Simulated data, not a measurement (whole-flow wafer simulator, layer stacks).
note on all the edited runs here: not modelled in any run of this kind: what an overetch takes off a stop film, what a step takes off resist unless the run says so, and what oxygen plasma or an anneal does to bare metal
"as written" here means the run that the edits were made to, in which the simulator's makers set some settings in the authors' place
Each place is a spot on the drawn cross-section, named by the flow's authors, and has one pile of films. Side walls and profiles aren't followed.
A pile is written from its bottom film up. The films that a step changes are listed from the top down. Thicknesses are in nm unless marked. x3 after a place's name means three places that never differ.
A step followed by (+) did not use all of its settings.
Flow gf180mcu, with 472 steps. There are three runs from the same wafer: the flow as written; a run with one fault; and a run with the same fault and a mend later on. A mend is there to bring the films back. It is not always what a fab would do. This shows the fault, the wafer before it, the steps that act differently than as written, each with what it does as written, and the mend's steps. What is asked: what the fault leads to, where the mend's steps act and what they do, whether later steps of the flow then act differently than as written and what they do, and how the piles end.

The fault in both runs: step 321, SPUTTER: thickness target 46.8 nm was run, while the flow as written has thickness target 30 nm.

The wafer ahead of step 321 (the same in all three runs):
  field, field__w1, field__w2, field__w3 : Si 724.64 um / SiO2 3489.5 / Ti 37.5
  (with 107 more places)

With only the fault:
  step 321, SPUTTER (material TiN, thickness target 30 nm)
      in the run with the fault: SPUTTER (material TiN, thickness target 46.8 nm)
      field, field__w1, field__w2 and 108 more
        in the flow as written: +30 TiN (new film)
        in the run with the fault: +46.8 TiN (new film)
  Steps later in the flow that act otherwise than as written:
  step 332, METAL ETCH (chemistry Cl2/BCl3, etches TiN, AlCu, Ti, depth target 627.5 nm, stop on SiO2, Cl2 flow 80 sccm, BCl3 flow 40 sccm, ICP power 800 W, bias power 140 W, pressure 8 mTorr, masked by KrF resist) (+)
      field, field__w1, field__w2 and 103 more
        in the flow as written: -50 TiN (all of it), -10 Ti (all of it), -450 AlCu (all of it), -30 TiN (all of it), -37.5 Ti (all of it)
        in the run with the fault: -50 TiN (all of it), -10 Ti (all of it), -450 AlCu (all of it), -46.8 TiN (all of it), -37.5 Ti (all of it)
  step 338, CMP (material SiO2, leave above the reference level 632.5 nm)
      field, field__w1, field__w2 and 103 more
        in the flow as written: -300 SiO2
        in the run with the fault: -283.2 SiO2
  At field__w8, contact, m1, m1__w1, m1_nw, the piles at the end differ from the flow's by more than 2% or 0.5 nm, whichever is larger.
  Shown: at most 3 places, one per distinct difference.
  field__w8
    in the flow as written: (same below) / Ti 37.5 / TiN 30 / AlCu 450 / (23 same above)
    in the run with the fault: (same below) / Ti 37.5 / TiN 46.8 / AlCu 450 / (23 same above)
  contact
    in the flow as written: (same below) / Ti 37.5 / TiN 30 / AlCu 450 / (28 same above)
    in the run with the fault: (same below) / Ti 37.5 / TiN 46.8 / AlCu 450 / (28 same above)

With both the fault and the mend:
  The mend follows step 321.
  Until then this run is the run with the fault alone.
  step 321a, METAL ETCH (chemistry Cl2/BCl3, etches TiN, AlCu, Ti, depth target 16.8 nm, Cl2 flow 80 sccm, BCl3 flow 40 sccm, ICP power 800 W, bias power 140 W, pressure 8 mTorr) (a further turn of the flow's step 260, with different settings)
      field, field__w1, field__w2 and 108 more
        -16.8 TiN
  Later steps of the flow that are run all act as written at every place that is followed.
  By the end, the piles equal the flow's at every place that both follow.
